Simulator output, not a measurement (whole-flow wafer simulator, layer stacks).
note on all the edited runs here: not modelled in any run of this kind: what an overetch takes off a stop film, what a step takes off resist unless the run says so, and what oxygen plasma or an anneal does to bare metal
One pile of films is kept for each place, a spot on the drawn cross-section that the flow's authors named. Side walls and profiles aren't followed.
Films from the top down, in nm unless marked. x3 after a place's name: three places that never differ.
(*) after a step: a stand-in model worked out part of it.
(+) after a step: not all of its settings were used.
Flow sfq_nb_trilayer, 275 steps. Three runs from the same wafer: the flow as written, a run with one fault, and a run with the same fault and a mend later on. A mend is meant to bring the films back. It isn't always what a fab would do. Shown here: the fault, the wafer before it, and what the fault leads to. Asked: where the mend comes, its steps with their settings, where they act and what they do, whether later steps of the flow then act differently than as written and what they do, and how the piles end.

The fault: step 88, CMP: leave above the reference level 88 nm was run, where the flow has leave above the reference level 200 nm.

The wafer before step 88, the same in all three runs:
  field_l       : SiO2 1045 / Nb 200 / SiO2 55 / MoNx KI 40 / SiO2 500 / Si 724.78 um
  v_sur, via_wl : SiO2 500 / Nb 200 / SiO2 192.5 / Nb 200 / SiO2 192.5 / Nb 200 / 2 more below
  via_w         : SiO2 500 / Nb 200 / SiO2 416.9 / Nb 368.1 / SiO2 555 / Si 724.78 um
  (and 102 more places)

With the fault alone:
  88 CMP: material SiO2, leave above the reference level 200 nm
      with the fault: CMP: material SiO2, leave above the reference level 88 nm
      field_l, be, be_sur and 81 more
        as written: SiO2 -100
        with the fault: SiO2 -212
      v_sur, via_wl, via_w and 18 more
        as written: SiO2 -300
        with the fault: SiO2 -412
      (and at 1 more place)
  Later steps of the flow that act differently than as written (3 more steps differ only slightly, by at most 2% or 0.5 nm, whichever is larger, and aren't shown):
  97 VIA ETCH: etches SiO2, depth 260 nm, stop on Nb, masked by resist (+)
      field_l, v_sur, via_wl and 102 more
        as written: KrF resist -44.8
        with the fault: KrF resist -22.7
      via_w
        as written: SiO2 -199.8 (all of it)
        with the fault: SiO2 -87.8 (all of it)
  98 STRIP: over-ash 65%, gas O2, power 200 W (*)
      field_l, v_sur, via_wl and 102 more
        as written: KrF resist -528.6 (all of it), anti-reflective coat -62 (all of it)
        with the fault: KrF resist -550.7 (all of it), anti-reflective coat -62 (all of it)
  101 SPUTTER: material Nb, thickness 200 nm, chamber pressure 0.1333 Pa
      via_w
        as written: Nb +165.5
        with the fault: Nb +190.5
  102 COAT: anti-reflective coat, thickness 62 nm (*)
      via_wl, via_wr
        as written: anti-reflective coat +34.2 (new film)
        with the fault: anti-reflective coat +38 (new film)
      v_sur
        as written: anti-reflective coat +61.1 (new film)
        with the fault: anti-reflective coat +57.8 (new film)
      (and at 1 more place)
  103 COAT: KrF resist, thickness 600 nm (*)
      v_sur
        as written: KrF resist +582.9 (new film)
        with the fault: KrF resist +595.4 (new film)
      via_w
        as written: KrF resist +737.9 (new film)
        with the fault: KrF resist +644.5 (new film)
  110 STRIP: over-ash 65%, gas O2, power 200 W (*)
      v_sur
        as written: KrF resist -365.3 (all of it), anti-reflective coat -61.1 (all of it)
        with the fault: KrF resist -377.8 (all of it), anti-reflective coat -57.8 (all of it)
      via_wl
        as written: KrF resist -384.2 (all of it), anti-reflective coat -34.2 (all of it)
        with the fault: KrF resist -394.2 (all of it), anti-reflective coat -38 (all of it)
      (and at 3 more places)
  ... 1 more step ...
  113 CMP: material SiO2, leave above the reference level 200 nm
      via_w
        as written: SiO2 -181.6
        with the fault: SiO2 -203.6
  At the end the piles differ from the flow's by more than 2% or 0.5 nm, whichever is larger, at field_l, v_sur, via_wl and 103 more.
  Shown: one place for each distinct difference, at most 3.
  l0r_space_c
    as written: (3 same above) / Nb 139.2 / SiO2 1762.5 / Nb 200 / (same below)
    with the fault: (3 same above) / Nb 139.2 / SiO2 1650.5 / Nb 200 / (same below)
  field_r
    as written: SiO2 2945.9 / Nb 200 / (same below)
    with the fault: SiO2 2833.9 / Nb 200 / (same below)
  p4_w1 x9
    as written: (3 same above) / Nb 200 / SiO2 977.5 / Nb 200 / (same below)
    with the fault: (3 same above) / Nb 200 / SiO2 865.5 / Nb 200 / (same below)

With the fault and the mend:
  The mend comes after step 95.
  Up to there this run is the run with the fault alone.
  95a STRIP: over-ash 65%, gas O2, power 200 W (*)
      field_l, v_sur, via_wl and 102 more
        KrF resist -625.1 (all of it), anti-reflective coat -62 (all of it)
      via_w
        anti-reflective coat -62 (all of it)
  95b PECVD: material SiO2, thickness 112 nm, 150 C, 24.89 s, RF power 183.3 W, pressure 2.4 Torr, precursor SiH4/N2O (the flow's step 87 once more, with other settings)
      field_l, v_sur, via_wl and 103 more
        SiO2 +112
  95c COAT: anti-reflective coat, thickness 62 nm (the flow's step 90 once more)
      field_l, v_sur, via_wl and 103 more
        anti-reflective coat +62 (new film)
  95d COAT: KrF resist, thickness 650 nm (the flow's step 91 once more)
      field_l, v_sur, via_wl and 103 more
        KrF resist +650 (new film)
  95e SOFTBAKE: KrF resist (the flow's step 92 once more)
      changes no film at any place that is followed
  95f EXPOSE: photomask I2, dose 11.91 mJ/cm2, NA 0.6, wavelength 248 nm (*) (the flow's step 93 once more)
      changes no film at any place that is followed
  95g PEB: KrF resist, 90 s (the flow's step 94 once more)
      field_l, v_sur, via_wl and 103 more
        KrF resist -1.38
  95h DEVELOP: KrF resist, thickness 650 nm, 60 s (the flow's step 95 once more)
      field_l, v_sur, via_wl and 102 more
        KrF resist -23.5
      via_w
        KrF resist -648.6 (all of it)
  No later step of the flow acts differently than as written at any place that is followed.
  At the end the piles are the same as the flow's at every place that both follow.
